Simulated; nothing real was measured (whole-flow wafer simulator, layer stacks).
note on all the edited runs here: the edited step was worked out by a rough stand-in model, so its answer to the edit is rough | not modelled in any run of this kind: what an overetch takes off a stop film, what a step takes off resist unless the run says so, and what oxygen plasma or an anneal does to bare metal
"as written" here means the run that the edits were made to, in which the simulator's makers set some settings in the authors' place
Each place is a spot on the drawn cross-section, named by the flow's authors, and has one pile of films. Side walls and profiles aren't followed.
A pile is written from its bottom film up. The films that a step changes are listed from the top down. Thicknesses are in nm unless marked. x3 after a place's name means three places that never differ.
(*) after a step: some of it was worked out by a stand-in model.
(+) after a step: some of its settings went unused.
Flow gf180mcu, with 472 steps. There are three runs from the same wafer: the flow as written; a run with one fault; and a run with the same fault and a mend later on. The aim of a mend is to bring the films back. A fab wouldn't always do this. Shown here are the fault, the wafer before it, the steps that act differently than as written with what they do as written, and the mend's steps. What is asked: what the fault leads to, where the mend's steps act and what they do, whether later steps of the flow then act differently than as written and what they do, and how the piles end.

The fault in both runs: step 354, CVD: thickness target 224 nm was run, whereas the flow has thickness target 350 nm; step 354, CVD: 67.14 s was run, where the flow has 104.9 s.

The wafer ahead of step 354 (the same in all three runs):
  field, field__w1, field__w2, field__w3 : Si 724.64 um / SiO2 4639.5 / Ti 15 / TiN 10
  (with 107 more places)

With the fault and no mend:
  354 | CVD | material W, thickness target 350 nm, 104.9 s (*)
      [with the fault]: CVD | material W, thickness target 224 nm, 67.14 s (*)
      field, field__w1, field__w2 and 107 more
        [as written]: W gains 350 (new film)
        [with the fault]: W gains 225.1 (new film)
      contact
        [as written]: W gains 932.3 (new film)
        [with the fault]: W gains 807.4 (new film)
  Steps further on in the flow that do not act as written:
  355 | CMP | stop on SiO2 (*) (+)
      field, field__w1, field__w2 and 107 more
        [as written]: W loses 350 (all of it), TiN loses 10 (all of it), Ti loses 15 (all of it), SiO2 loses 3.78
        [with the fault]: W loses 225.1 (all of it), TiN loses 10 (all of it), Ti loses 15 (all of it), SiO2 loses 2.52
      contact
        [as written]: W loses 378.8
        [with the fault]: W loses 252.6
  When the end is reached, the piles differ only a little from the flow's at the places that both follow, at most by 2% or 0.5 nm, whichever is larger.

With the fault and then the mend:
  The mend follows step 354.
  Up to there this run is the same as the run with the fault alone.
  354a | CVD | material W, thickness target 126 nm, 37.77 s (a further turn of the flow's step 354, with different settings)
      field, field__w1, field__w2 and 108 more
        W gains 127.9
  Every later step of the flow that is run acts as written, at every place that is followed, to within 2% or 0.5 nm, whichever is larger.
  When the end is reached, the piles differ only a little from the flow's at the places that both follow, at most by 2% or 0.5 nm, whichever is larger.
